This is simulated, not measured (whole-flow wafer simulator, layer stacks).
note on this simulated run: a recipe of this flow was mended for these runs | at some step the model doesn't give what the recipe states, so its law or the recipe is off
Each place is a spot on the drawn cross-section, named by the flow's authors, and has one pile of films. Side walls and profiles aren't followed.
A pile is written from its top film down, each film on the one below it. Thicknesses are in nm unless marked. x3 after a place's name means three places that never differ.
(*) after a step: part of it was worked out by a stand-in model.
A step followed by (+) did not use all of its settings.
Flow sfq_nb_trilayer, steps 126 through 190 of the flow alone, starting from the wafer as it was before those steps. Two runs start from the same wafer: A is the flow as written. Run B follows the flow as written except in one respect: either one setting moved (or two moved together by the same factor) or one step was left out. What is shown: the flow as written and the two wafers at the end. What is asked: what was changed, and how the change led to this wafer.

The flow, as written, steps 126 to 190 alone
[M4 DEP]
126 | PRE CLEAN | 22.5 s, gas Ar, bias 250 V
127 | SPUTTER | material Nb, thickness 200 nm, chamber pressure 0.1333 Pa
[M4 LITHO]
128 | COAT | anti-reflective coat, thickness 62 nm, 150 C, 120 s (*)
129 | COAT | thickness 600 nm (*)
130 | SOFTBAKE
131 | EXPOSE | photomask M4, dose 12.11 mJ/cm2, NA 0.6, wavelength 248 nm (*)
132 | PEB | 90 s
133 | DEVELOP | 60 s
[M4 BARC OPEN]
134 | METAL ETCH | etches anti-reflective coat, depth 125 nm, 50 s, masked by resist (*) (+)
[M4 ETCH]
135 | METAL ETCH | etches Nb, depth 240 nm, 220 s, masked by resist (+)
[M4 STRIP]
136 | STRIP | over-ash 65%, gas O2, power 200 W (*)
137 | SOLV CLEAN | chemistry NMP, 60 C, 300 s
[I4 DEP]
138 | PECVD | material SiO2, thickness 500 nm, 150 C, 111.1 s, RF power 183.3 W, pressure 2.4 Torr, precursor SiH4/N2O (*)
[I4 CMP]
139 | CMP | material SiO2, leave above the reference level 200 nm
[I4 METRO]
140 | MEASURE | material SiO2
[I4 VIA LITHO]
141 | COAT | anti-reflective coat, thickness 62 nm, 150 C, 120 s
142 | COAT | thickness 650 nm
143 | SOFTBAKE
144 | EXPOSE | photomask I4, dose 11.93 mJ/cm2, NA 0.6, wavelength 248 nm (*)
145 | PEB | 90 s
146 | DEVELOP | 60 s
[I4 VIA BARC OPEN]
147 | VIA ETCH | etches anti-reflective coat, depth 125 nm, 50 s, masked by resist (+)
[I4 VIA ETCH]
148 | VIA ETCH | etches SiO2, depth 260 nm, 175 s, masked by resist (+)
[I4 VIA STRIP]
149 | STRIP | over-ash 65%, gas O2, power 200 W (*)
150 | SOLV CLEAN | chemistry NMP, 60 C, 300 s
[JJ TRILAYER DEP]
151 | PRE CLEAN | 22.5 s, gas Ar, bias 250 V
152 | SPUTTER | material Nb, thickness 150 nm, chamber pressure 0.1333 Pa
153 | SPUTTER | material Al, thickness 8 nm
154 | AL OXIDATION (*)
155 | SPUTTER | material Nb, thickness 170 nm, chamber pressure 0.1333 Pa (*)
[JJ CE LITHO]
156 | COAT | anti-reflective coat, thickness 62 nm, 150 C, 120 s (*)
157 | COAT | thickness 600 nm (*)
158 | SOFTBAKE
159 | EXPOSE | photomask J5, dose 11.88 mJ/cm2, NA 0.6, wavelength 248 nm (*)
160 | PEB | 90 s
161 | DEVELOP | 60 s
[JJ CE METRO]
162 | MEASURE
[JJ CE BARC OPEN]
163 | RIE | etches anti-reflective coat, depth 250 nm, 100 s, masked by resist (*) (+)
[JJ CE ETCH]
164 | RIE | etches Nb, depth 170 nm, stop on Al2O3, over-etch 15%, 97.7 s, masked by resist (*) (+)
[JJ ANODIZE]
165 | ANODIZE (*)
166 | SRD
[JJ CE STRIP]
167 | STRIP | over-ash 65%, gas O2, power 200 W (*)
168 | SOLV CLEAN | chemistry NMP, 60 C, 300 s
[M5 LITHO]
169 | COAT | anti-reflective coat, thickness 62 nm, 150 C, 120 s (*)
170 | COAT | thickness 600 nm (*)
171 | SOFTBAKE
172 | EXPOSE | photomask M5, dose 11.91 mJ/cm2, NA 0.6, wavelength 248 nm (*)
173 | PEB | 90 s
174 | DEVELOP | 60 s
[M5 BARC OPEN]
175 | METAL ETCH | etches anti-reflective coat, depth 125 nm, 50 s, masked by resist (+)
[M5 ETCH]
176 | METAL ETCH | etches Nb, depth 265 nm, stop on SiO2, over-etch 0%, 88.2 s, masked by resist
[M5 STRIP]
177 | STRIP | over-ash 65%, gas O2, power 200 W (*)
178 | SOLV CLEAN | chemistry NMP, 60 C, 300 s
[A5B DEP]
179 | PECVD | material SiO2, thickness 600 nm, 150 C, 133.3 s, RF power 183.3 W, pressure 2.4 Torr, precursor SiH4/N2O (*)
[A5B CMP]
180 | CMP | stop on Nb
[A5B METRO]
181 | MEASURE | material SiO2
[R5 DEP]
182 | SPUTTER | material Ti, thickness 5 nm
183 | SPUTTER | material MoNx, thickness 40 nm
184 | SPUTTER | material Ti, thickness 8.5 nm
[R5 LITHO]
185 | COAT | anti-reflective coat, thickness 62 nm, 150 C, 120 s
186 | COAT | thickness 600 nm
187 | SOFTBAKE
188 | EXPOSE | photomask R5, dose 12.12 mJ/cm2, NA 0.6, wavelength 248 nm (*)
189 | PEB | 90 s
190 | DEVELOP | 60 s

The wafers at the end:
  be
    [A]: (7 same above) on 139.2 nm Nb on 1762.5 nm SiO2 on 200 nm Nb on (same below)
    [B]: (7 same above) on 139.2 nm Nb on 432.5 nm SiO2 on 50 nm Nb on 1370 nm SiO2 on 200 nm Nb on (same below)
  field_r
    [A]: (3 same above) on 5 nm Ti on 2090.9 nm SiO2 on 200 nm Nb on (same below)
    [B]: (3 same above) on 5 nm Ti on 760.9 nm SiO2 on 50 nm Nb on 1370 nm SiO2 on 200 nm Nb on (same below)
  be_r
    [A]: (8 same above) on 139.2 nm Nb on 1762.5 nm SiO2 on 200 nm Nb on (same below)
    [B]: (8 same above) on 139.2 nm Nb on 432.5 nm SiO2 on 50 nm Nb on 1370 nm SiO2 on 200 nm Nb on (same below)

Cause: step 127, SPUTTER: thickness 290 nm was run, though the flow has thickness 200 nm.

The path from the change to this, step by step:
  127 | SPUTTER | material Nb, thickness 200 nm, chamber pressure 0.1333 Pa
      field_l, v_sur, via_wl and 102 more: A +200 Nb (new film) | B +290 Nb (new film)
      via_v: A +164.5 Nb | B +239.5 Nb
  128 | COAT | anti-reflective coat, thickness 62 nm, 150 C, 120 s (*)
      wire: A +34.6 anti-reflective coat (new film) | B +33.9 anti-reflective coat (new film)
  135 | METAL ETCH | etches Nb, depth 240 nm, 220 s, masked by resist (+)
      field_l, be, be_sur and 64 more: A -200 Nb (all of it), -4 SiO2 | B -240 Nb
  136 | STRIP | over-ash 65%, gas O2, power 200 W (*)
      via_v: A -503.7 KrF-resist-other-grade (all of it), -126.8 anti-reflective coat (all of it) | B -514.1 KrF-resist-other-grade (all of it), -129.1 anti-reflective coat (all of it)
      wire: A -369 KrF-resist-other-grade (all of it), -34.6 anti-reflective coat (all of it) | B -368.2 KrF-resist-other-grade (all of it), -33.9 anti-reflective coat (all of it)
  138 | PECVD | material SiO2, thickness 500 nm, 150 C, 111.1 s, RF power 183.3 W, pressure 2.4 Torr, precursor SiH4/N2O (*)
      field_l, be, be_sur and 55 more: A +500 SiO2 | B +500 SiO2 (new film)
      p3_s0 x6: A +561.1 SiO2 | B +597.1 SiO2 (new film)
      (also at 3 further places)
  139 | CMP | material SiO2, leave above the reference level 200 nm
      field_l, be, be_sur and 55 more: A -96 SiO2 | B -60 SiO2
      lsp_r, l0_sur, l0v: A -87.7 SiO2 | B -50.3 SiO2
      (also at 1 further place)
If metal films that touch count as one body, be has 4 bodies (between them, from the top down: SiO2 146.5 / Al2O3 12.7 / Nb2O5 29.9; SiO2 432.5; SiO2 1370); the flow as written gives 3 bodies (between them, from the top down: SiO2 146.5 / Al2O3 12.7 / Nb2O5 29.9; SiO2 1762.5).
If metal films that touch count as one body, field_r has 3 bodies (between them, from the top down: SiO2 760.9; SiO2 1370); the flow as written gives 2 bodies (between them, from the top down: SiO2 2090.9).
If metal films that touch count as one body, be_r has 4 bodies (between them, from the top down: SiO2 146.5 / Al2O3 12.7 / Nb2O5 29.9; SiO2 432.5; SiO2 1370); the flow as written gives 3 bodies (between them, from the top down: SiO2 146.5 / Al2O3 12.7 / Nb2O5 29.9; SiO2 1762.5).
